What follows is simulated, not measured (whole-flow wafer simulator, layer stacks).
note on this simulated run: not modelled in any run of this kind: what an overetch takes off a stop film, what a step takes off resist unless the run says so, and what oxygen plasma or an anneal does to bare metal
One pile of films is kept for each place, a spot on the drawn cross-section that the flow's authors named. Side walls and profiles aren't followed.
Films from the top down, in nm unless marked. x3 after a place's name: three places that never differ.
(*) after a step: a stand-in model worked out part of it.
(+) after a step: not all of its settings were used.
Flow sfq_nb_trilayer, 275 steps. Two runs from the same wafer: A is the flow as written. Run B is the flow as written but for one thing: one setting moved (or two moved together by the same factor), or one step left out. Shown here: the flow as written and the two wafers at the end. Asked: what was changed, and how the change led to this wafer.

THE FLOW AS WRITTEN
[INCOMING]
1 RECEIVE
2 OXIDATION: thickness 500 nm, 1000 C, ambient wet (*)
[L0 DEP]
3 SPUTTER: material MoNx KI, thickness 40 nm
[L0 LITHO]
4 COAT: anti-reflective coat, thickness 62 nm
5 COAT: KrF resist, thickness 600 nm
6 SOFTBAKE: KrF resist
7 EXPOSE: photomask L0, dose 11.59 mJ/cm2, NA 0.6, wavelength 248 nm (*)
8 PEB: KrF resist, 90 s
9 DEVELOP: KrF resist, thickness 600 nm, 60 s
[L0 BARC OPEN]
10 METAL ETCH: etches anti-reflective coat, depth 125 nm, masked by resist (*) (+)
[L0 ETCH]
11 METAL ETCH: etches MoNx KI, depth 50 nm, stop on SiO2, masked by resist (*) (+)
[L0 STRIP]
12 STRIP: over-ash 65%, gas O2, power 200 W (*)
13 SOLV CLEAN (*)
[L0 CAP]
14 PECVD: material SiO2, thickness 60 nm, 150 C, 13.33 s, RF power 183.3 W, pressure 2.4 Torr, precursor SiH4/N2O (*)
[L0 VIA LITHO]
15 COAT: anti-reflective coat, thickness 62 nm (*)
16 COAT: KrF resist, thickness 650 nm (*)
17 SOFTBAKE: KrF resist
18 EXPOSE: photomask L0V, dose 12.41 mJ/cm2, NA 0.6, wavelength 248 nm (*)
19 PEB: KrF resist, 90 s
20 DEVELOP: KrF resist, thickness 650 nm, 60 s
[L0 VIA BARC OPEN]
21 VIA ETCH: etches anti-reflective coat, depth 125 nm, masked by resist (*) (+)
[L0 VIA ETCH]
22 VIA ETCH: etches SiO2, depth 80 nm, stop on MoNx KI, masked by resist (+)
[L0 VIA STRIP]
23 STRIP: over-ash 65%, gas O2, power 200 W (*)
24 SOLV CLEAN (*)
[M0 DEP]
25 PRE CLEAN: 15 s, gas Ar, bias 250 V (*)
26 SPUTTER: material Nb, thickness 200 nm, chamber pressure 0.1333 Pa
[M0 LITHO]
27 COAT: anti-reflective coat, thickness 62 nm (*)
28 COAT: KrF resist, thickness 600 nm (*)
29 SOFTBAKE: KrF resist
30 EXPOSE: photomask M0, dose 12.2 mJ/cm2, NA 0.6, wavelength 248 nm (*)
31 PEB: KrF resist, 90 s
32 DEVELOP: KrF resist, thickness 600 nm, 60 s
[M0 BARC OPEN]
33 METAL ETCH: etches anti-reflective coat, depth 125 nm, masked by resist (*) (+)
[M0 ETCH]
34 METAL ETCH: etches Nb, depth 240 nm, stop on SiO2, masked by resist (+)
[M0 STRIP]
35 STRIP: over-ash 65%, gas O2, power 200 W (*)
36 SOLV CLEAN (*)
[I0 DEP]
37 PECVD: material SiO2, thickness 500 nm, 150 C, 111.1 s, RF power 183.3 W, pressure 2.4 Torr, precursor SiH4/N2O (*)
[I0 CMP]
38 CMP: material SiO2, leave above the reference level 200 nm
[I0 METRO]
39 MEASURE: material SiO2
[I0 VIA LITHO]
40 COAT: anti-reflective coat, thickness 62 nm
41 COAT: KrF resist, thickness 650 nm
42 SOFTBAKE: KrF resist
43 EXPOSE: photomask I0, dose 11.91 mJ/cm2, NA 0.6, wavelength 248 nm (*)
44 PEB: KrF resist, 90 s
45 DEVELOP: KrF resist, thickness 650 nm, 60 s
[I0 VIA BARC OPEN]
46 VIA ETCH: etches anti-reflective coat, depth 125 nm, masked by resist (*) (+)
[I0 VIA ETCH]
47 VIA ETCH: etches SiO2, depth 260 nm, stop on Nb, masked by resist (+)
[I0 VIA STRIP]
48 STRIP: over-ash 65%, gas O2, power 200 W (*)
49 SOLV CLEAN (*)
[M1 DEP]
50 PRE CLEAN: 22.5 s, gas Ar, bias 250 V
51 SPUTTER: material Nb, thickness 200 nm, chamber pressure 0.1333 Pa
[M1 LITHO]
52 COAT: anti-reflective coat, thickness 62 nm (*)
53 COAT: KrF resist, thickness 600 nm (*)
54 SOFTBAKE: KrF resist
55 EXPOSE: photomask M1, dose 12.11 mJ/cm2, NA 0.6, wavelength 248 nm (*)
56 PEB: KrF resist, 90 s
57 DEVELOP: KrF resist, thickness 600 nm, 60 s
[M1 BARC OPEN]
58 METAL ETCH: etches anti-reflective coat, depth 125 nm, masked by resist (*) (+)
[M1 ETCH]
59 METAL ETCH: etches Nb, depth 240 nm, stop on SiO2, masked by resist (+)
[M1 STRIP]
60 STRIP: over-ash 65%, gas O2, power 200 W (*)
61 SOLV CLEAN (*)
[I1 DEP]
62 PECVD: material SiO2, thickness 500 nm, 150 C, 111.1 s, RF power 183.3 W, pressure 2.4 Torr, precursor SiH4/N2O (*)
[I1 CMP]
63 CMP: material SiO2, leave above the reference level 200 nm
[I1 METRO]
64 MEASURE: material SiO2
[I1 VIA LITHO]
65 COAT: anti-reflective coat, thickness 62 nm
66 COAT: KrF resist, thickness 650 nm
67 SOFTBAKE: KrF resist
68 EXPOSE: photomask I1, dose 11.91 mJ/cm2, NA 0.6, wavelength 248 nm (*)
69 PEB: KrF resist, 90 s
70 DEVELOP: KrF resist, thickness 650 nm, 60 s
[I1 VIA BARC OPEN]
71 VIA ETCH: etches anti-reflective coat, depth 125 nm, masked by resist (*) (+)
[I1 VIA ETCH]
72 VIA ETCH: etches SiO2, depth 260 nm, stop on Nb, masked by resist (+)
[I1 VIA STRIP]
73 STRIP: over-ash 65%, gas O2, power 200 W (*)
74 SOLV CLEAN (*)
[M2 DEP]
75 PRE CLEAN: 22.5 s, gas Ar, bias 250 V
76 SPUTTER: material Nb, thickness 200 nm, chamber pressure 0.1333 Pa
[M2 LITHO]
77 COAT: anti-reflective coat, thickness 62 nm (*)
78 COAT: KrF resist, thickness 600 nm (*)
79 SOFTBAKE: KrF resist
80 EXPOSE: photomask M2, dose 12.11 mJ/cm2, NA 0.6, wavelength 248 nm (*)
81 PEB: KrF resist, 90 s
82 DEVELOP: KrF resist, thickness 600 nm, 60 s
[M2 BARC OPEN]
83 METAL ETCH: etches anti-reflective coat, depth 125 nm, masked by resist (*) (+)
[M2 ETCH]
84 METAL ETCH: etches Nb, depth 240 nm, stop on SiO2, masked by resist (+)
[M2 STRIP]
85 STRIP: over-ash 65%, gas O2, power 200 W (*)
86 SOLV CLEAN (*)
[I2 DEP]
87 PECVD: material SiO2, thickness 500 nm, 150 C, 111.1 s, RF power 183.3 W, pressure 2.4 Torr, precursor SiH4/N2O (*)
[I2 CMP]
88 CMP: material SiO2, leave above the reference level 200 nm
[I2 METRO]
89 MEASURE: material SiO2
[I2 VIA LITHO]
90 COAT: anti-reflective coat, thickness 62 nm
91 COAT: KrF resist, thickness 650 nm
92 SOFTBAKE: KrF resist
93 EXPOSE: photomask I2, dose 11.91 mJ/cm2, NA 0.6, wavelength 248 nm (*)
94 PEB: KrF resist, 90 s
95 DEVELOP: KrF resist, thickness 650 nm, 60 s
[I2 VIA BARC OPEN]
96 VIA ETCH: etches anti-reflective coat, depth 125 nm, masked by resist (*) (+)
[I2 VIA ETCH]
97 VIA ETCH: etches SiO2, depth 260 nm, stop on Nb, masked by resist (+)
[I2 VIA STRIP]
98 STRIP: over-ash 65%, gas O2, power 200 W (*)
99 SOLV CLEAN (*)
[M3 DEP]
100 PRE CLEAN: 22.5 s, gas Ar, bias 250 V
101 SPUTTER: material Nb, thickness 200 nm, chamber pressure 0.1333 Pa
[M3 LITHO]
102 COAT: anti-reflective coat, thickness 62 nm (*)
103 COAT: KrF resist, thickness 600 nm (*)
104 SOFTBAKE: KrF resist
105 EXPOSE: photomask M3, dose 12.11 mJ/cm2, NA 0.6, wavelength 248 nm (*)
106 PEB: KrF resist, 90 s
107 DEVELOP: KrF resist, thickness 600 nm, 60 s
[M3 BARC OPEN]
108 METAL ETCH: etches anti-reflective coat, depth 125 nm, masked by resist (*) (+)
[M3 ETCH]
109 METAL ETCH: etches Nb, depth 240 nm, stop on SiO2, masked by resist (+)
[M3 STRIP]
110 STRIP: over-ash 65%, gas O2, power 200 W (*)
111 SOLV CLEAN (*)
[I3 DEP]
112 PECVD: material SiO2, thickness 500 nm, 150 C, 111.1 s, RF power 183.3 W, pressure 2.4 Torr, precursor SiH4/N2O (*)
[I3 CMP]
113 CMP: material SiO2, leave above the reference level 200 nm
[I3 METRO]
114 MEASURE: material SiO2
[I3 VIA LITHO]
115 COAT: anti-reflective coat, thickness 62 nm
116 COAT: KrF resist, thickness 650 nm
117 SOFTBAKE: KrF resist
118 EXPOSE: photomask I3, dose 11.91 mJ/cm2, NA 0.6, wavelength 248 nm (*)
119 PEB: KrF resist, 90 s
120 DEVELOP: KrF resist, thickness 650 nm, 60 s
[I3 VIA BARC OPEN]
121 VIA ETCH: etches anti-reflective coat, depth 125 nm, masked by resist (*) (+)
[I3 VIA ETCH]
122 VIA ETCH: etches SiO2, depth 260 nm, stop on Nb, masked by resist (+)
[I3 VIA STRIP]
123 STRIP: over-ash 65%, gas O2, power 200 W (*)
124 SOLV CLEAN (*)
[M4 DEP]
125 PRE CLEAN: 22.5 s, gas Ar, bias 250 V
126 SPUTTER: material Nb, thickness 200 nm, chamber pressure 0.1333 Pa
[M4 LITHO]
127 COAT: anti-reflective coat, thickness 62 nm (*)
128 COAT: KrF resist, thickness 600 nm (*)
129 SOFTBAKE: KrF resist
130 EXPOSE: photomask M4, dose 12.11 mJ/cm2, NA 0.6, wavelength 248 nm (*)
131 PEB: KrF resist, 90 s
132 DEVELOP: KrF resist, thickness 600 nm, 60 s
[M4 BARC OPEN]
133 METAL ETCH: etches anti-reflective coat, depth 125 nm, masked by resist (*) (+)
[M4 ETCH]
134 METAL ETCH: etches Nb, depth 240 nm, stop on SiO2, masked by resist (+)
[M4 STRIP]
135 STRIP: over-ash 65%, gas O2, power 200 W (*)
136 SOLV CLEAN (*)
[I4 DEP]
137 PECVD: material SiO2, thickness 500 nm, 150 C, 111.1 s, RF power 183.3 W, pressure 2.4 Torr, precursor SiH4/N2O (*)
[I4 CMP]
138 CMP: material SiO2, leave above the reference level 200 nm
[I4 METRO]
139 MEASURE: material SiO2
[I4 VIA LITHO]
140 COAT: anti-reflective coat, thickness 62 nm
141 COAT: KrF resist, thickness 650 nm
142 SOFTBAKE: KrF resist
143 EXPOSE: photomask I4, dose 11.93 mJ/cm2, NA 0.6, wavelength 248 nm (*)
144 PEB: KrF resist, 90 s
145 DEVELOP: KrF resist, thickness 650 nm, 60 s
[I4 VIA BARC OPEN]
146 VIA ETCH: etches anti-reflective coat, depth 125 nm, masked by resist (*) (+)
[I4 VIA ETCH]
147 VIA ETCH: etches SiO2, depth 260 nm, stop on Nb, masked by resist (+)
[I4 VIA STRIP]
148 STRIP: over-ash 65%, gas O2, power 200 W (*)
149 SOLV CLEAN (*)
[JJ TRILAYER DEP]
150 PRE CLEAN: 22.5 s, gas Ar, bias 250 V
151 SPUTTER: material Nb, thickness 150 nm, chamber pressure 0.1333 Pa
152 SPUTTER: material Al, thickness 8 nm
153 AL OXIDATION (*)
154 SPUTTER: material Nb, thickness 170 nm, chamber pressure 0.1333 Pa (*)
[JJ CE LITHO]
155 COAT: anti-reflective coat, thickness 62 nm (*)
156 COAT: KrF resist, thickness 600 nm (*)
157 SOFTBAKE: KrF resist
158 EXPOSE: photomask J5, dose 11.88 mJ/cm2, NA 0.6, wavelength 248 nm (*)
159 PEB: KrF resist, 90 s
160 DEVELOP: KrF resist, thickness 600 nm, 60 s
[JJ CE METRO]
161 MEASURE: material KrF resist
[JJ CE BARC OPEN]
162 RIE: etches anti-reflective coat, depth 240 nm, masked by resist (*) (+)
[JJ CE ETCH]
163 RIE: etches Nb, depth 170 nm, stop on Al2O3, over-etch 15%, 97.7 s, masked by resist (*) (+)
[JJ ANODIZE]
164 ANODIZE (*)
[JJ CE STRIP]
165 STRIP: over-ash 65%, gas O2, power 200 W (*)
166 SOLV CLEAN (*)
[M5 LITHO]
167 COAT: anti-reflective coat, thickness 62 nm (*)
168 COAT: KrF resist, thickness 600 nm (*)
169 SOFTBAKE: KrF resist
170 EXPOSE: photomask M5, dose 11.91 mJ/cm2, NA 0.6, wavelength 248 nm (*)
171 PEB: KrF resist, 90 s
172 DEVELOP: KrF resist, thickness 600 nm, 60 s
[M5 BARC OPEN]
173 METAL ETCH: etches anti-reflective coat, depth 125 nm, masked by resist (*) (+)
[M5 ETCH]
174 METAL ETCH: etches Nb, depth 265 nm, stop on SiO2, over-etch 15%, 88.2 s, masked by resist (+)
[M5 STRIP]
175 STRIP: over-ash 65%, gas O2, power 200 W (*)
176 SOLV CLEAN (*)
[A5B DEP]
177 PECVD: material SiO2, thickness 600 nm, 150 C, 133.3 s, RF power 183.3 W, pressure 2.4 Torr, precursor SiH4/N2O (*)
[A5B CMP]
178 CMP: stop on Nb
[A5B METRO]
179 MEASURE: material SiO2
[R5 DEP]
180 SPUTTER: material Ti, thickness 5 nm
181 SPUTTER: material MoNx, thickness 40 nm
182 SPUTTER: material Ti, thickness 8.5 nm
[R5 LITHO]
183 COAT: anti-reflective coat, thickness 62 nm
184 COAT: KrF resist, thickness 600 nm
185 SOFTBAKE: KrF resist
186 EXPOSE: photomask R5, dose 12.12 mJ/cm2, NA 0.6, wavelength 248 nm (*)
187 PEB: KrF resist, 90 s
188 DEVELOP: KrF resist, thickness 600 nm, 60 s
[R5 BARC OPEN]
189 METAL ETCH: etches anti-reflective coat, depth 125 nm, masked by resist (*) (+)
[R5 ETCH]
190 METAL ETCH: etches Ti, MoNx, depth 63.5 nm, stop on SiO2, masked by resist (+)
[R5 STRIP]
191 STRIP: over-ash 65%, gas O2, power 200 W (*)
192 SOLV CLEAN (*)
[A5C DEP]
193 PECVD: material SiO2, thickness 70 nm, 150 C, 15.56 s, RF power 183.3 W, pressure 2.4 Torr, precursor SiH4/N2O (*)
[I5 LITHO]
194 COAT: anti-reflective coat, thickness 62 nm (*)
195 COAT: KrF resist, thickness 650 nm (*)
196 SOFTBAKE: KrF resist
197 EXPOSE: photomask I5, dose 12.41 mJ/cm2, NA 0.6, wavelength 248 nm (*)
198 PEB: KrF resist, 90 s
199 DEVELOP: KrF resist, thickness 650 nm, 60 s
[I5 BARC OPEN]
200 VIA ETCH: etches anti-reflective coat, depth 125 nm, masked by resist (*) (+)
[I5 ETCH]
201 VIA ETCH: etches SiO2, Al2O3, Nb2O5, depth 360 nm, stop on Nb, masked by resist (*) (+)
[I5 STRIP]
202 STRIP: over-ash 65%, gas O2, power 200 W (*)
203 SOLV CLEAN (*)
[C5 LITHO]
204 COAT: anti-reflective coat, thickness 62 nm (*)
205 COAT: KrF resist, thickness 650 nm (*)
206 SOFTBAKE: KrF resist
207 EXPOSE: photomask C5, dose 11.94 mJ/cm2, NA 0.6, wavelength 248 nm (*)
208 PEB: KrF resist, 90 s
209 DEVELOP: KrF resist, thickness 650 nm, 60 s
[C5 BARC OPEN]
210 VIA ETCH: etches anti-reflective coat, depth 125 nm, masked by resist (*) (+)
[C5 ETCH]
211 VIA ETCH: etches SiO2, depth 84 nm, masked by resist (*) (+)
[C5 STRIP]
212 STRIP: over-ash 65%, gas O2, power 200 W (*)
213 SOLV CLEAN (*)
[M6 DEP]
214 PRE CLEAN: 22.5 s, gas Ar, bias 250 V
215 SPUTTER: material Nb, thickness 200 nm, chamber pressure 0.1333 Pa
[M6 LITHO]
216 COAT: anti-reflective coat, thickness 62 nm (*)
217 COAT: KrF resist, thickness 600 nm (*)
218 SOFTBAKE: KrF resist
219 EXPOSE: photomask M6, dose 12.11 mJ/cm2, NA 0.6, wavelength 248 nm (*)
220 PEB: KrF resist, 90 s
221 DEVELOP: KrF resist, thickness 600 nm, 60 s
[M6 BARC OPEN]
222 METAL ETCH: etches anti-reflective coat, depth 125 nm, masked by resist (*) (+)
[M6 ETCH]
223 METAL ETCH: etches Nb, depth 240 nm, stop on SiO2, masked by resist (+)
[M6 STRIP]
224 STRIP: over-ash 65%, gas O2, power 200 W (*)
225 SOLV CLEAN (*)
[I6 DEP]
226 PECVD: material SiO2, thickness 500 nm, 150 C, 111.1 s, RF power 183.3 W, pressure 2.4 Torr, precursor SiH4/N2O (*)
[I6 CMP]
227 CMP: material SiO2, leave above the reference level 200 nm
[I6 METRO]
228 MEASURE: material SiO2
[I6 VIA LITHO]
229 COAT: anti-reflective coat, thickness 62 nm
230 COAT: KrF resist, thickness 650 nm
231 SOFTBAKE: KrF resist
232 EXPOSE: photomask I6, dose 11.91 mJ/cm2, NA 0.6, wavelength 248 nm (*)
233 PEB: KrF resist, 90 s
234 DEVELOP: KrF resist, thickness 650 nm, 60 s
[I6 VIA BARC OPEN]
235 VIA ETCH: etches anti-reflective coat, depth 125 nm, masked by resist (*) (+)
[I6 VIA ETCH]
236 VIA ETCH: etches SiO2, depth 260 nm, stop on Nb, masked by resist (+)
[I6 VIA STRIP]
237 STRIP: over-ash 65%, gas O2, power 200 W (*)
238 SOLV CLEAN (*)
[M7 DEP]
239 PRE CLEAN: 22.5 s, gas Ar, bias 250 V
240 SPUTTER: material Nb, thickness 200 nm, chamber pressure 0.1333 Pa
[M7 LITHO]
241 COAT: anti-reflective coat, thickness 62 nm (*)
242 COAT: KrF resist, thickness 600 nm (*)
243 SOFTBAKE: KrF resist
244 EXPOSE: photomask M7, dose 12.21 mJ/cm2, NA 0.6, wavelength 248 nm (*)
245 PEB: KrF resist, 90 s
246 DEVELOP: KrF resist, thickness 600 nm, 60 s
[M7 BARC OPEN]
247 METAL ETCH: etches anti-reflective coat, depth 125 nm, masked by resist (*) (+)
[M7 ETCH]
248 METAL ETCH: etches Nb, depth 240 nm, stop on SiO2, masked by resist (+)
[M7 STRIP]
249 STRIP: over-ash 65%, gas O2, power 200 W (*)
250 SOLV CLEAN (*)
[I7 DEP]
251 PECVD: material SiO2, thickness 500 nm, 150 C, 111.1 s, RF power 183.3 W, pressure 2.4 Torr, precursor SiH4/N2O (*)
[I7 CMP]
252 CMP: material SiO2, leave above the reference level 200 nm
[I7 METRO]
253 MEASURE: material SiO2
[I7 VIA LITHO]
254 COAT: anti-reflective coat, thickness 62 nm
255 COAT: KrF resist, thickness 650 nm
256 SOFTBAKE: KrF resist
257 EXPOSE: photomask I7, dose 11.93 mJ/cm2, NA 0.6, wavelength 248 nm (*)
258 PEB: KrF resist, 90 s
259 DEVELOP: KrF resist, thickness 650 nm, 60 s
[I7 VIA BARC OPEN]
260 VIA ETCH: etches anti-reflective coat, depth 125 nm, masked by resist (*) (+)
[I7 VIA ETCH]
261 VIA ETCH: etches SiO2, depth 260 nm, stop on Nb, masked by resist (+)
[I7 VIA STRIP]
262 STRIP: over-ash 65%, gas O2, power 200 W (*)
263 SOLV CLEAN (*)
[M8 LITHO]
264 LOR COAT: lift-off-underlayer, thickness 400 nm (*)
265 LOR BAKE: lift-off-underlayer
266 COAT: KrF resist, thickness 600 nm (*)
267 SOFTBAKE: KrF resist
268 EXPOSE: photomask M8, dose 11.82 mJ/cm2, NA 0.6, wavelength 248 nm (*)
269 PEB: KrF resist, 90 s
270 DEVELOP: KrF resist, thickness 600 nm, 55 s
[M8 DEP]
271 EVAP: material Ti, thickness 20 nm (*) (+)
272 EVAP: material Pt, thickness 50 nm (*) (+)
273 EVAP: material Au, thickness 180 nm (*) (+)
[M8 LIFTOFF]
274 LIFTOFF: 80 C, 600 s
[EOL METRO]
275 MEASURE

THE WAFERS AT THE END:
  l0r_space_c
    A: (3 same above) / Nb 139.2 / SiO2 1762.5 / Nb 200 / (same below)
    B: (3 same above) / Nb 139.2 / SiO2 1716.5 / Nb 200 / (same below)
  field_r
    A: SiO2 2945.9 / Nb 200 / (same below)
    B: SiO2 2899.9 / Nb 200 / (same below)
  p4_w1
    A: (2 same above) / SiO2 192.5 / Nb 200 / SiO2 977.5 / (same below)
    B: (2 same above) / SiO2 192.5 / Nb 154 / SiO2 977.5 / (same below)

The cause: step 101, SPUTTER: thickness 154 nm was run, where the flow has thickness 200 nm.
It can be read off the wafer: p4_w1 has Nb 154, and step 101 as written asks for 200 nm.

How the change led to this, step by step:
  101 SPUTTER: material Nb, thickness 200 nm, chamber pressure 0.1333 Pa
      field_l, v_sur, via_wl and 102 more: A Nb +200 (new film) | B Nb +154 (new film)
      via_w: A Nb +165.5 | B Nb +127.2
  102 COAT: anti-reflective coat, thickness 62 nm (*)
      via_wl, via_wr: A anti-reflective coat +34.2 (new film) | B anti-reflective coat +33.5 (new film)
  109 METAL ETCH: etches Nb, depth 240 nm, stop on SiO2, masked by resist (+)
      field_l, be, be_sur and 72 more: A Nb -200 (all of it) | B Nb -154 (all of it)
      v_sur, via_wl, via_w and 28 more: A KrF resist -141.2 | B KrF resist -135.9
  110 STRIP: over-ash 65%, gas O2, power 200 W (*)
      via_wl, via_wr: A KrF resist -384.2 (all of it), anti-reflective coat -34.2 (all of it) | B KrF resist -390.7 (all of it), anti-reflective coat -33.5 (all of it)
  112 PECVD: material SiO2, thickness 500 nm, 150 C, 111.1 s, RF power 183.3 W, pressure 2.4 Torr, precursor SiH4/N2O (*)
      p4_g1, p4_g2, p3_s0, p3_s1, p3_s2, p3_s3, p3_s4, p3_s5: A SiO2 +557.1 | B SiO2 +511.1
      via_w: A SiO2 +615 (new film) | B SiO2 +602.3 (new film)
  113 CMP: material SiO2, leave above the reference level 200 nm
      field_l, be, be_sur and 64 more: A SiO2 -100 | B SiO2 -146
      via_w: A SiO2 -181.6 | B SiO2 -176.5
